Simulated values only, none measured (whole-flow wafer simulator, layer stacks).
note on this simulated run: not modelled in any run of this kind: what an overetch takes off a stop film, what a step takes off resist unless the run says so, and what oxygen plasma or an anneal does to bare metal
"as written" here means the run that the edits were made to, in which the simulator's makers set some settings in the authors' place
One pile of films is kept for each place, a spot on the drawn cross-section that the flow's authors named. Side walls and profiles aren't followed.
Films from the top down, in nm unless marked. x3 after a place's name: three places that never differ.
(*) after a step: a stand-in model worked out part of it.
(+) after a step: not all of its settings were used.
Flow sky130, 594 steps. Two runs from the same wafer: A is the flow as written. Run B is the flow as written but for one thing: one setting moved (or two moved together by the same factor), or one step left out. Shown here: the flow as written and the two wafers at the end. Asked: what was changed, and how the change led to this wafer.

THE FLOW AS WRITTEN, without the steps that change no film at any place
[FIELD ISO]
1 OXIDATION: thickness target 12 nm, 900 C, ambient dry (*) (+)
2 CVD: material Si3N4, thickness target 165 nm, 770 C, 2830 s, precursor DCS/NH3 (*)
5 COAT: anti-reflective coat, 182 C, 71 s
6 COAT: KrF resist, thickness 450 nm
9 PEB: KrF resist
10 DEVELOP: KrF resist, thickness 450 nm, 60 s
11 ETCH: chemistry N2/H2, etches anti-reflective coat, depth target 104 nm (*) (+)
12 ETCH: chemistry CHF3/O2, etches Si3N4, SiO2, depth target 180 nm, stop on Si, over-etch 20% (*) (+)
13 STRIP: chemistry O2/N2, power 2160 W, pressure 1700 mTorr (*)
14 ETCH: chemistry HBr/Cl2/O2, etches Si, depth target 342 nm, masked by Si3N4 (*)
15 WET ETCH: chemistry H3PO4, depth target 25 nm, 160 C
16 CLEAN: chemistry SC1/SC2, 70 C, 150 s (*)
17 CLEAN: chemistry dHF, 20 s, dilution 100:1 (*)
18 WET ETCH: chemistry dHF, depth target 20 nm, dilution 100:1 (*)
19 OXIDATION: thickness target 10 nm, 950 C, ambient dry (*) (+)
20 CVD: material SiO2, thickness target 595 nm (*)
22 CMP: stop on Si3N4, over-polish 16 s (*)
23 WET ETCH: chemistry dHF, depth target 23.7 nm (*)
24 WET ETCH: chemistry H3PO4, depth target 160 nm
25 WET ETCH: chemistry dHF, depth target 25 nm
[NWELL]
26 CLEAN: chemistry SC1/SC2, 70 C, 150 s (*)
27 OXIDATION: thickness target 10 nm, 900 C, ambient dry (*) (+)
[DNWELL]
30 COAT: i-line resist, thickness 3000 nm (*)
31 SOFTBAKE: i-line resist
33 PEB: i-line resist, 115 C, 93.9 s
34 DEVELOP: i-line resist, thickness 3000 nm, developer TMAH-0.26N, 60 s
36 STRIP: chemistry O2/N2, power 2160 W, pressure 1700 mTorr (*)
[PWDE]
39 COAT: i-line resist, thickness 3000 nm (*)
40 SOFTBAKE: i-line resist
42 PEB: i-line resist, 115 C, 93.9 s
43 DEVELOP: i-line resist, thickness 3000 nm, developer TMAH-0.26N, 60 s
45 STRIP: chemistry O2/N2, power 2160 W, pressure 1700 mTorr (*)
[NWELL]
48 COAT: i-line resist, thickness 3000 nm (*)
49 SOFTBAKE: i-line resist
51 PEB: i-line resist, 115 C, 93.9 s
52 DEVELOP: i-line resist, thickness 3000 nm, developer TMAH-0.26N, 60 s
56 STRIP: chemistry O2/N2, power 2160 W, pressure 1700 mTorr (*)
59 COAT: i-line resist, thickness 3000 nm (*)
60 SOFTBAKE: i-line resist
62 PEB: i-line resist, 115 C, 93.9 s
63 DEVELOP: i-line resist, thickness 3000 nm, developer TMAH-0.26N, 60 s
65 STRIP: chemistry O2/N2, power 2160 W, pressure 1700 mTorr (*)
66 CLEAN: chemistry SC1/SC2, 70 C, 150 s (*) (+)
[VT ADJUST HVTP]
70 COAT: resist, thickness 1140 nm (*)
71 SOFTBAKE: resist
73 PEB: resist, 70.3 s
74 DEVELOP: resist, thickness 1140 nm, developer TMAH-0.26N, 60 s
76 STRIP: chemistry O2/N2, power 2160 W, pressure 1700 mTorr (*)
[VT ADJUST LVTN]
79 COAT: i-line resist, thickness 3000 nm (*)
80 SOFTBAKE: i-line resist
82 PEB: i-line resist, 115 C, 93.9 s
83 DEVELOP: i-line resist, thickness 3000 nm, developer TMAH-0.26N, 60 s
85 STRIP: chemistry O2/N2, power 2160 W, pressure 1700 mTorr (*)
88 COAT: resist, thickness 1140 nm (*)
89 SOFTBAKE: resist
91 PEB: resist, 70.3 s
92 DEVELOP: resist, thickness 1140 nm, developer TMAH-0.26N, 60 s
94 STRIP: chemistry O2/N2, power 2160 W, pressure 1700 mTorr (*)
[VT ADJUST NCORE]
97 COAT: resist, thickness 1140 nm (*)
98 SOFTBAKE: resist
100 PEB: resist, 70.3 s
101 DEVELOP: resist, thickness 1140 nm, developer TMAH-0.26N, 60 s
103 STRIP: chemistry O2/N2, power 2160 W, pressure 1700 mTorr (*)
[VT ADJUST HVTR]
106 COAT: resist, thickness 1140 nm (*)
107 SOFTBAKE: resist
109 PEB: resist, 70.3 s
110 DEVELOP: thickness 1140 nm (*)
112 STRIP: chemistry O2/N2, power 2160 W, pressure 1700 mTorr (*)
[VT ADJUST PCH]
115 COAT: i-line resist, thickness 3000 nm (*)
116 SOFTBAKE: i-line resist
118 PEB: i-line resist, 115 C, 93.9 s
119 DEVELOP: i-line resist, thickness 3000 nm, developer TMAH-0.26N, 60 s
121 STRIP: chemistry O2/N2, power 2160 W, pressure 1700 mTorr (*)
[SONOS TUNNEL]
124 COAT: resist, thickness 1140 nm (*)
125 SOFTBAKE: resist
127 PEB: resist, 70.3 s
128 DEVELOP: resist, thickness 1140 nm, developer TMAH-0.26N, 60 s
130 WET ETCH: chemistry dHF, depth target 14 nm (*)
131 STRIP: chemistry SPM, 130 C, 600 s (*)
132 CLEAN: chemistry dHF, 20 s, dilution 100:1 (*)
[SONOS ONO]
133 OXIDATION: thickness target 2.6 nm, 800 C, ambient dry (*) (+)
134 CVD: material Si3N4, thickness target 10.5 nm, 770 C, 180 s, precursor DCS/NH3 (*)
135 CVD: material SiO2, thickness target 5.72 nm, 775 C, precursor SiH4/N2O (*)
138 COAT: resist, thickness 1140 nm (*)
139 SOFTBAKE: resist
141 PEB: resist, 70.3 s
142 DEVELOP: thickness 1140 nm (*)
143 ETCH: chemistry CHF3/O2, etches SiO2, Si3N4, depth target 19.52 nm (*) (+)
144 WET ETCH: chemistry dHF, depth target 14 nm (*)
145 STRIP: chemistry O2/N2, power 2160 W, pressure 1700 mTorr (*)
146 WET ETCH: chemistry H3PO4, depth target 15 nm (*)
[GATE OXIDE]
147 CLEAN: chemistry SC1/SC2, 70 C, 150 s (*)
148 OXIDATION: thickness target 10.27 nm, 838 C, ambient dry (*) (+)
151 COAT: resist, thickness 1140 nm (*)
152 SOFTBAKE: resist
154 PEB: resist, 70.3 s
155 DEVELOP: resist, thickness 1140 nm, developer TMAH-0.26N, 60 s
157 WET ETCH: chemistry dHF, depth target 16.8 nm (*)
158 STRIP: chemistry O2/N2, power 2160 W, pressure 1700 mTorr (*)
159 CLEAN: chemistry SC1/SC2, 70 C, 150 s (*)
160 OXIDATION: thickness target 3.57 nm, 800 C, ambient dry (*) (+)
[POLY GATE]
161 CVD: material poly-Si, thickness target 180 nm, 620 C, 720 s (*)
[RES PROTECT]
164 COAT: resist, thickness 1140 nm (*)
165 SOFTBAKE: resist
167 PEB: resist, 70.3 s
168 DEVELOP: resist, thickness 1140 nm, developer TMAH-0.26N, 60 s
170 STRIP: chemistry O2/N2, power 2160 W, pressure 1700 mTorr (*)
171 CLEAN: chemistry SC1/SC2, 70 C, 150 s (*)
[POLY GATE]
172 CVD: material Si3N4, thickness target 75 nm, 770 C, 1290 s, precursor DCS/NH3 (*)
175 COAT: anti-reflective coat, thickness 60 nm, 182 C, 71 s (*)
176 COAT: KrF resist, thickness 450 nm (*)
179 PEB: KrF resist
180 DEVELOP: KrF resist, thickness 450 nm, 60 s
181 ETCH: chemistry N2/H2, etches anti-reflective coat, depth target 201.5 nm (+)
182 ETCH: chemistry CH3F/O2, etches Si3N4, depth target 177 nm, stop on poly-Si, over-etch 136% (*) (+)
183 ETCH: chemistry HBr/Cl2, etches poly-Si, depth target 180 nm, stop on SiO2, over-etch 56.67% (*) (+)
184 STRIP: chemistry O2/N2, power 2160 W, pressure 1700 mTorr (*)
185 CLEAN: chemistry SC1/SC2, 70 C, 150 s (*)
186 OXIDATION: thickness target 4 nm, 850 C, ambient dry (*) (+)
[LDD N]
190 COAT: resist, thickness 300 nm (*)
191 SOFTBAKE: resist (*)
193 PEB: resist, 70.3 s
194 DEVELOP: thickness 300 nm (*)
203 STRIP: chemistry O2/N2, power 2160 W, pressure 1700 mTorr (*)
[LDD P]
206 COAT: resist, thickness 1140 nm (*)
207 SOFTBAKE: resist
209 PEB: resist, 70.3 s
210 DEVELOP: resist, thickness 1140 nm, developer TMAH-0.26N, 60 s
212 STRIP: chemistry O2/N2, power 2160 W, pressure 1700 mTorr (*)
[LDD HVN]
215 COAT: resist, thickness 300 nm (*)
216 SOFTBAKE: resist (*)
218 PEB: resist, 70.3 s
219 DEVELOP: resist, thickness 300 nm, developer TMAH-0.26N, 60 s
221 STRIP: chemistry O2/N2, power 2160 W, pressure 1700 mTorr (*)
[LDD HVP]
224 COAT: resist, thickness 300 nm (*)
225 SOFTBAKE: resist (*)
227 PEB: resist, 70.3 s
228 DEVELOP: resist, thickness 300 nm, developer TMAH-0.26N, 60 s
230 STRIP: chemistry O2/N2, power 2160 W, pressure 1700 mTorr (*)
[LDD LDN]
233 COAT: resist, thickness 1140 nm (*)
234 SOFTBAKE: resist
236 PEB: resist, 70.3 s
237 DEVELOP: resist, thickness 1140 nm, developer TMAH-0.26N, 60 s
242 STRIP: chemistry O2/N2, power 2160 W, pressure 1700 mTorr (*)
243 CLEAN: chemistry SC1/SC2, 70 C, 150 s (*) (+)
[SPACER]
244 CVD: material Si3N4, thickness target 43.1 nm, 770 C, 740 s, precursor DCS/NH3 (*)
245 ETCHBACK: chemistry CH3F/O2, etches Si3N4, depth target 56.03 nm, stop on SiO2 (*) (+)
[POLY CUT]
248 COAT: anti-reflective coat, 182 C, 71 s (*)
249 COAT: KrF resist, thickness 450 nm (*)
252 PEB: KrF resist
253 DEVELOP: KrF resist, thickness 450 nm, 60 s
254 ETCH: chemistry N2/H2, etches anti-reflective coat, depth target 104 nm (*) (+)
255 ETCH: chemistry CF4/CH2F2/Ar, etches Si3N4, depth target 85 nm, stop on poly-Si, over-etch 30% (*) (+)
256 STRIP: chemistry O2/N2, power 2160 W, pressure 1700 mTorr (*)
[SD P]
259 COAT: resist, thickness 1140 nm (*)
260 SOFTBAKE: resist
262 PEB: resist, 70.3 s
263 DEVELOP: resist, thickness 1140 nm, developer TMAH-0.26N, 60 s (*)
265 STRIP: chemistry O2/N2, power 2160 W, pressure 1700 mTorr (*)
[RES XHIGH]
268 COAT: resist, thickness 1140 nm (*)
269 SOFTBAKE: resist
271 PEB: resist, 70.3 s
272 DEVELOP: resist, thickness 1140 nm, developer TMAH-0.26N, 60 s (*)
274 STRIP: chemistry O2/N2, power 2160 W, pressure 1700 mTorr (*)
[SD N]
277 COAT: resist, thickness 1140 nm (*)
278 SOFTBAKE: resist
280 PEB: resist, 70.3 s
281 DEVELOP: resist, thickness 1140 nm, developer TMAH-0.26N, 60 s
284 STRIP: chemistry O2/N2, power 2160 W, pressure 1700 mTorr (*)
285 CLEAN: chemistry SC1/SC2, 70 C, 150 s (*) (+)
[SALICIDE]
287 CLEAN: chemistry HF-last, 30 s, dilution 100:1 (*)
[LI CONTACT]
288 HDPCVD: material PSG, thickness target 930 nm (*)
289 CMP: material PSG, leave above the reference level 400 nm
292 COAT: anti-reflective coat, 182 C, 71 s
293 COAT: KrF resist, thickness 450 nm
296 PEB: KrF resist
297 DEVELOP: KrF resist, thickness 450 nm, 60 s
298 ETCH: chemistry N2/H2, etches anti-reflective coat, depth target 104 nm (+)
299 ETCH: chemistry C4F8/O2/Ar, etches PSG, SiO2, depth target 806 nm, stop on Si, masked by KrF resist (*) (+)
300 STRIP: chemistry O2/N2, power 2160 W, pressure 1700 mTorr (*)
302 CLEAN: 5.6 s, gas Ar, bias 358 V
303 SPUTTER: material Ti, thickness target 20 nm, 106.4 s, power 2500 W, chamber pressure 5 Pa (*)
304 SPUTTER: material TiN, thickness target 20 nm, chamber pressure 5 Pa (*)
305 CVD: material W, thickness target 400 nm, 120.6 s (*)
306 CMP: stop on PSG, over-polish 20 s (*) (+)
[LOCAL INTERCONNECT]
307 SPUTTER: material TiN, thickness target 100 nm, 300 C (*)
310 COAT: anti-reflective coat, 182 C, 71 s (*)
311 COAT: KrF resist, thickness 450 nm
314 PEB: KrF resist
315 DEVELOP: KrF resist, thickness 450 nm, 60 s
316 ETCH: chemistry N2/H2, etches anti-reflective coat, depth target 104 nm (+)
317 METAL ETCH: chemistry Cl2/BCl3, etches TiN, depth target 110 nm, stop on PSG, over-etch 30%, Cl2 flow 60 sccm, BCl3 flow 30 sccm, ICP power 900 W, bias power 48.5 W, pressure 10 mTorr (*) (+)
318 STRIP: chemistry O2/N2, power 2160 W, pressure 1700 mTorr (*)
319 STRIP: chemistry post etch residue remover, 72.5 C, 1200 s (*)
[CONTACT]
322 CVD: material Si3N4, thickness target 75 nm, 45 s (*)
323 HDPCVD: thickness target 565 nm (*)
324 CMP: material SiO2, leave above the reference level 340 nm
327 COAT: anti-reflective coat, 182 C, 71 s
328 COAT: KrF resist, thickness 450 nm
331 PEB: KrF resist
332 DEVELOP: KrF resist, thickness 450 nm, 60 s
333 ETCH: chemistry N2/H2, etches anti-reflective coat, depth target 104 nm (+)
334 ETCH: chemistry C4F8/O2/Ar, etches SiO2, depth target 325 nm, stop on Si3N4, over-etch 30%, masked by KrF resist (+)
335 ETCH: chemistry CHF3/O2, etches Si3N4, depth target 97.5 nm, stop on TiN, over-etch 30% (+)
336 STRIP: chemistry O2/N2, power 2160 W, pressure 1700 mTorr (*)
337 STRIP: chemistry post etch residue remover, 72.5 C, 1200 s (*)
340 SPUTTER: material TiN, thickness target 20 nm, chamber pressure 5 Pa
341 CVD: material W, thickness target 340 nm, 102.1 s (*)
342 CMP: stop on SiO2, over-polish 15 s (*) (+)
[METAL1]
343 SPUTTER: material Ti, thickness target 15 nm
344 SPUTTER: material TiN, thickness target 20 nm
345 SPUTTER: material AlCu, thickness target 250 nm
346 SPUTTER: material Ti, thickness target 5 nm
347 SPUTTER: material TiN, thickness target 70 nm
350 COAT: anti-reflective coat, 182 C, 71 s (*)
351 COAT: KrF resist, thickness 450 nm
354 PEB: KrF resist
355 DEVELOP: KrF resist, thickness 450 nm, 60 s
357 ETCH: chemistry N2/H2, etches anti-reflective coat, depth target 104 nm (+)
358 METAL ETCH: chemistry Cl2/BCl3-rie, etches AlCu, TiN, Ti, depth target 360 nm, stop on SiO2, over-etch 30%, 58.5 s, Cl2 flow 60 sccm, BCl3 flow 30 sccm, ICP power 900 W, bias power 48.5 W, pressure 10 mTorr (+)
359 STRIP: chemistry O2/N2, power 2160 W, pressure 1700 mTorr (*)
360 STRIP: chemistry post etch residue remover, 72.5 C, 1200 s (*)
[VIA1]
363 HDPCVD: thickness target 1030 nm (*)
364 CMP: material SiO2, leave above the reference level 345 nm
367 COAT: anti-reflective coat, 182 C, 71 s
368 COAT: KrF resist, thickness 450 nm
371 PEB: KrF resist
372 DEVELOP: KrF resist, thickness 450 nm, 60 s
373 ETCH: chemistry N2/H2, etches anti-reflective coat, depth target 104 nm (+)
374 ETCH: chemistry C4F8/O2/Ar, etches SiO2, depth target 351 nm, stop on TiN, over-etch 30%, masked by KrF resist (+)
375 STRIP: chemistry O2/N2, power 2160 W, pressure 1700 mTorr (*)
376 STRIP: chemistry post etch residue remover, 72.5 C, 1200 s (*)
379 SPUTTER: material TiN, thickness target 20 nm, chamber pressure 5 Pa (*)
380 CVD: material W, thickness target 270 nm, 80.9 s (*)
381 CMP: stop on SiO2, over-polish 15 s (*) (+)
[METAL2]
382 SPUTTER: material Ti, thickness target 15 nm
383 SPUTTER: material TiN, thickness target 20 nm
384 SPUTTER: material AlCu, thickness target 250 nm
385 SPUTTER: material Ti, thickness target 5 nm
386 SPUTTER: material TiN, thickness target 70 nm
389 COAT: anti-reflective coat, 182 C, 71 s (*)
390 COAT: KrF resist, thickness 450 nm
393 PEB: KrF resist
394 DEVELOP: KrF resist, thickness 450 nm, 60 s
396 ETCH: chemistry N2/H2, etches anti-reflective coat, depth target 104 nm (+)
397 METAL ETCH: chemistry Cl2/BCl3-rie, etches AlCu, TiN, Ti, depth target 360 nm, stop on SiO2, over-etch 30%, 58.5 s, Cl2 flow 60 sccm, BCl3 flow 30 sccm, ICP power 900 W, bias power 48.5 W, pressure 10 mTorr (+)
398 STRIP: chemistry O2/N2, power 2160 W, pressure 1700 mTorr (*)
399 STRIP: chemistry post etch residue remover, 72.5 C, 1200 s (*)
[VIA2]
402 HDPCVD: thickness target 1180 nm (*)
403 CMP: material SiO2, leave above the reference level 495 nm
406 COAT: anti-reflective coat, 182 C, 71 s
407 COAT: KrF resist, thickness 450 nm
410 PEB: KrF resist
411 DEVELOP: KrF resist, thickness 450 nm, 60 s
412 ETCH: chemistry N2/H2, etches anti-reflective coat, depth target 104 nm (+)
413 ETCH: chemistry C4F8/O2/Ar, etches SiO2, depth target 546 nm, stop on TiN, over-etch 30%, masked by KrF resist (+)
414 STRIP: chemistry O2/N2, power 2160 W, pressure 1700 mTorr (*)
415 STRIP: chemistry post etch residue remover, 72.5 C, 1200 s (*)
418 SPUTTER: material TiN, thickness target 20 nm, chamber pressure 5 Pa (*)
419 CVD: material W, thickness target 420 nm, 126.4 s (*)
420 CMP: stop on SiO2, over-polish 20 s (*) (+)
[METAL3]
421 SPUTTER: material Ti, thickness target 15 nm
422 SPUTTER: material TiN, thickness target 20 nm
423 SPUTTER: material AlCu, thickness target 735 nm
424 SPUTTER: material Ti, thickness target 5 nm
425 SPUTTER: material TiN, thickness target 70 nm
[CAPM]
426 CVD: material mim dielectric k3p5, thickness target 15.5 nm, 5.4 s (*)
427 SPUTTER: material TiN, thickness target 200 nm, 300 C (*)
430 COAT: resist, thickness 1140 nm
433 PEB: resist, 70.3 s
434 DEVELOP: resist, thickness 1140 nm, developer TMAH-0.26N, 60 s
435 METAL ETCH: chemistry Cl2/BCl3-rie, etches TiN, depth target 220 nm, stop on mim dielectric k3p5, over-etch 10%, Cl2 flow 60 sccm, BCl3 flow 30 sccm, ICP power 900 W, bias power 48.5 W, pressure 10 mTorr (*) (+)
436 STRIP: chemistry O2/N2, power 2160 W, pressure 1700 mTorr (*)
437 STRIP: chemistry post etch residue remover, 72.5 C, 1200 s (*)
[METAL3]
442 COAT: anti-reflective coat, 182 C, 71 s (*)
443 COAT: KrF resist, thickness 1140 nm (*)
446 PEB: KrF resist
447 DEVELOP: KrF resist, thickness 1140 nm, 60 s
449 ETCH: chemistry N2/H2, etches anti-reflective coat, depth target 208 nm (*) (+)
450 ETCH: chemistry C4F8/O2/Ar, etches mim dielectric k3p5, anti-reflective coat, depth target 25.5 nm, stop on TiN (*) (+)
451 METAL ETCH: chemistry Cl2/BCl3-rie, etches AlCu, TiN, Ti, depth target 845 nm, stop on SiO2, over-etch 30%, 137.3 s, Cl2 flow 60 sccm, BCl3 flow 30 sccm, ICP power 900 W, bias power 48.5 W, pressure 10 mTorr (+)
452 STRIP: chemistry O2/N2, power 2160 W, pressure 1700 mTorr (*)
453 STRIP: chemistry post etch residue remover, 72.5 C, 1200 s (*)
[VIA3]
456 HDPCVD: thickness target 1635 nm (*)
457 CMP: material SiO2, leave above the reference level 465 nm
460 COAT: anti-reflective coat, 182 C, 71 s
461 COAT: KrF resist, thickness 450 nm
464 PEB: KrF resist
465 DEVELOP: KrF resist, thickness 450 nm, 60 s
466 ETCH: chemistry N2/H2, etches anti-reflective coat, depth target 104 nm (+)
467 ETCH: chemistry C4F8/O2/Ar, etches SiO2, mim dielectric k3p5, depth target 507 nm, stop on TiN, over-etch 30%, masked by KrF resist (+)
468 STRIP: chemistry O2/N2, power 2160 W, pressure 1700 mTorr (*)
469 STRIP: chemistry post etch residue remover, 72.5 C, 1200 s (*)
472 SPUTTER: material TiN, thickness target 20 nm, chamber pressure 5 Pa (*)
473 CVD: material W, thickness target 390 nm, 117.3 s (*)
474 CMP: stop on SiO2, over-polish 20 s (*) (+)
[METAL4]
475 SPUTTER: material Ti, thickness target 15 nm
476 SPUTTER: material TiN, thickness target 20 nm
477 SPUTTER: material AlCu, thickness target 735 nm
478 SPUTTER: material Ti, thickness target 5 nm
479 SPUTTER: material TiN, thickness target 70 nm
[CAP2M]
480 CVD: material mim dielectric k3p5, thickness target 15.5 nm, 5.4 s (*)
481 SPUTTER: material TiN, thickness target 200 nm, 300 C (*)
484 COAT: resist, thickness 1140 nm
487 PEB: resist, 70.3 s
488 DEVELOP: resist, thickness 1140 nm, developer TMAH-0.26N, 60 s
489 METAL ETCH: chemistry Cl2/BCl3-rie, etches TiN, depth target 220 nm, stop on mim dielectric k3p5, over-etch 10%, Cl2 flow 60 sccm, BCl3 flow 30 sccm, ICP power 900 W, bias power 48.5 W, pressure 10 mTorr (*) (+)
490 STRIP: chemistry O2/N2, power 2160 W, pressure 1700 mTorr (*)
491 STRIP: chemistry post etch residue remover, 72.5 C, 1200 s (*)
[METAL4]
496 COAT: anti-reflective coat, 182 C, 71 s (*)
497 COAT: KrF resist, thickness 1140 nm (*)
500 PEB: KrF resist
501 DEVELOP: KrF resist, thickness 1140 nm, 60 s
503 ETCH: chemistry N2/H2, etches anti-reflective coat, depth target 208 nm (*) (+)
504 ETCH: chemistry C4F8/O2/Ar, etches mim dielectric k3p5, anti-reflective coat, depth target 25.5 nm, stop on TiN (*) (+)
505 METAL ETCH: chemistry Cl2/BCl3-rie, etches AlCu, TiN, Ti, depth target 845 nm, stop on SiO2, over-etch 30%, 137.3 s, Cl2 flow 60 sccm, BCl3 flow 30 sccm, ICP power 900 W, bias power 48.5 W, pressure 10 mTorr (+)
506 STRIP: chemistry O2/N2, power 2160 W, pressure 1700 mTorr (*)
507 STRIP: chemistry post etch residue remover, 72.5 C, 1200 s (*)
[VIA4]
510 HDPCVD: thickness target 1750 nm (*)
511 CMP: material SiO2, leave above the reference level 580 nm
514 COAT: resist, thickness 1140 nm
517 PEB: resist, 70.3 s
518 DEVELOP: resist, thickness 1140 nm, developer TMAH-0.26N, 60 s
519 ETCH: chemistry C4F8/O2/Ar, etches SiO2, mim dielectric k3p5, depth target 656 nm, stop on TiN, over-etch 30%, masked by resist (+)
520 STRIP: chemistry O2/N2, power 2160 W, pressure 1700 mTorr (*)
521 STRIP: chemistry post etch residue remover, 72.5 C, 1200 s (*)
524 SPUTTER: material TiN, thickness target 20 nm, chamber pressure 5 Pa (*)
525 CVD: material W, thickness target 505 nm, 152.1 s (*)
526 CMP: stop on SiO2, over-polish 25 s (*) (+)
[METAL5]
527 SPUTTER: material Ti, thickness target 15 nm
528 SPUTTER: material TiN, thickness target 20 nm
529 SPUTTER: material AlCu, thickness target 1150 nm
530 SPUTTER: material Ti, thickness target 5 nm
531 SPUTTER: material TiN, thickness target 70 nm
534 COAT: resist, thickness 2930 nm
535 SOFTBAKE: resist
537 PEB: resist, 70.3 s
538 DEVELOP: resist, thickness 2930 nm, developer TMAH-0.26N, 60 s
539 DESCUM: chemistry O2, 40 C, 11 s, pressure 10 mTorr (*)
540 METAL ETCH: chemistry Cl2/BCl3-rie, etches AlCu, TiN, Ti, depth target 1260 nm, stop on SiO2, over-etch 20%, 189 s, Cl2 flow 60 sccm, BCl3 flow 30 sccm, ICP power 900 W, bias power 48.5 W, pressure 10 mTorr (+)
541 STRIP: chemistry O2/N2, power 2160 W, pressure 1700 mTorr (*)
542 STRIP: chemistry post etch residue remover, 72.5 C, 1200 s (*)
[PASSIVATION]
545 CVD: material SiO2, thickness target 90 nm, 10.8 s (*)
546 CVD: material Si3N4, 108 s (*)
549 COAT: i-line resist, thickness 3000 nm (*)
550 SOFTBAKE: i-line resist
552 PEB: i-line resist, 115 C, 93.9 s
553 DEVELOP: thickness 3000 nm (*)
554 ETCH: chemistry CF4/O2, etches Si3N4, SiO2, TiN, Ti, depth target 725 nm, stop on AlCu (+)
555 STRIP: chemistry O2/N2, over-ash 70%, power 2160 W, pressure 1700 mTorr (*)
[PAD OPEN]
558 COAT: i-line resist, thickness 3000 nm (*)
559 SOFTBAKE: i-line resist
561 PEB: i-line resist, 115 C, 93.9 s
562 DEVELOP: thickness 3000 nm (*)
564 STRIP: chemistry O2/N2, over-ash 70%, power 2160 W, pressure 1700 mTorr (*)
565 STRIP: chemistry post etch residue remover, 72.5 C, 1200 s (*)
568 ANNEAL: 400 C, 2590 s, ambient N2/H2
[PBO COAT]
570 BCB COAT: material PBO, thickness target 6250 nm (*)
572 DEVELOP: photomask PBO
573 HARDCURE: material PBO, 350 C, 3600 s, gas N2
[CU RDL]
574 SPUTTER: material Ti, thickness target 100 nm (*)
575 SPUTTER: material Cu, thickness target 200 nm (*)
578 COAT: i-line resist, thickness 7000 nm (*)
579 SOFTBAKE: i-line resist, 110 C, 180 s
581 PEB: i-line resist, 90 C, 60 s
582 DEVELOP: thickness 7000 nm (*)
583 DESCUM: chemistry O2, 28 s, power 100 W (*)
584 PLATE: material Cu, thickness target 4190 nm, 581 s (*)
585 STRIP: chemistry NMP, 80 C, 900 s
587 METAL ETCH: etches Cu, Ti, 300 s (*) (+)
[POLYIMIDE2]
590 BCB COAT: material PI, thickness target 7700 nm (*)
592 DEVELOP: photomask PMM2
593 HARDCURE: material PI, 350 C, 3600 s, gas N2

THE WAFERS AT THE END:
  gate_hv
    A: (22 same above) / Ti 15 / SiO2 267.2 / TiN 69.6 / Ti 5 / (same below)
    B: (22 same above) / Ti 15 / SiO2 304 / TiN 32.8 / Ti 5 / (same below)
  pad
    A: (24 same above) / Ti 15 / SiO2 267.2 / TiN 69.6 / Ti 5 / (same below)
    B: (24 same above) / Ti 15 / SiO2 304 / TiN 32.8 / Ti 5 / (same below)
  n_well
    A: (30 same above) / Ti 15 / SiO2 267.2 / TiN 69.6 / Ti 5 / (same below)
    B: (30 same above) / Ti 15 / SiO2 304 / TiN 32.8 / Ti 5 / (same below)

The cause: step 347, SPUTTER: thickness target 33.2 nm was run, where the flow has thickness target 70 nm.

How the change led to this, step by step:
  347 SPUTTER: material TiN, thickness target 70 nm
      field, active, n_well and 188 more: A TiN +70 (new film) | B TiN +33.2 (new film)
  358 METAL ETCH: chemistry Cl2/BCl3-rie, etches AlCu, TiN, Ti, depth target 360 nm, stop on SiO2, over-etch 30%, 58.5 s, Cl2 flow 60 sccm, BCl3 flow 30 sccm, ICP power 900 W, bias power 48.5 W, pressure 10 mTorr (+)
      field, active, gate and 81 more: A TiN -68.7 (all of it), Ti -5 (all of it), AlCu -250 (all of it), TiN -20 (all of it), Ti -15 (all of it), SiO2 -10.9 | B TiN -31.9 (all of it), Ti -5 (all of it), AlCu -250 (all of it), TiN -20 (all of it), Ti -15 (all of it), SiO2 -14.6
  364 CMP: material SiO2, leave above the reference level 345 nm
      n_well, p_well, gate_hv and 100 more: A SiO2 -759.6 | B SiO2 -722.8
      poly_licon, ndiff_licon, ndiff_licon_cpp, rpo_hd_licon: A SiO2 -759 | B SiO2 -722.2
  374 ETCH: chemistry C4F8/O2/Ar, etches SiO2, depth target 351 nm, stop on TiN, over-etch 30%, masked by KrF resist (+)
      m1, via1_hole: A SiO2 -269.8 (all of it) | B SiO2 -306.6 (all of it)
  379 SPUTTER: material TiN, thickness target 20 nm, chamber pressure 5 Pa (*)
      m1: A TiN +11 | B TiN +10.3
      via1_hole: A TiN +10.9 | B TiN +10.3
  380 CVD: material W, thickness target 270 nm, 80.9 s (*)
      m1: A W +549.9 (new film) | B W +587.3 (new film)
      via1_hole: A W +549.9 (new film) | B W +587.4 (new film)
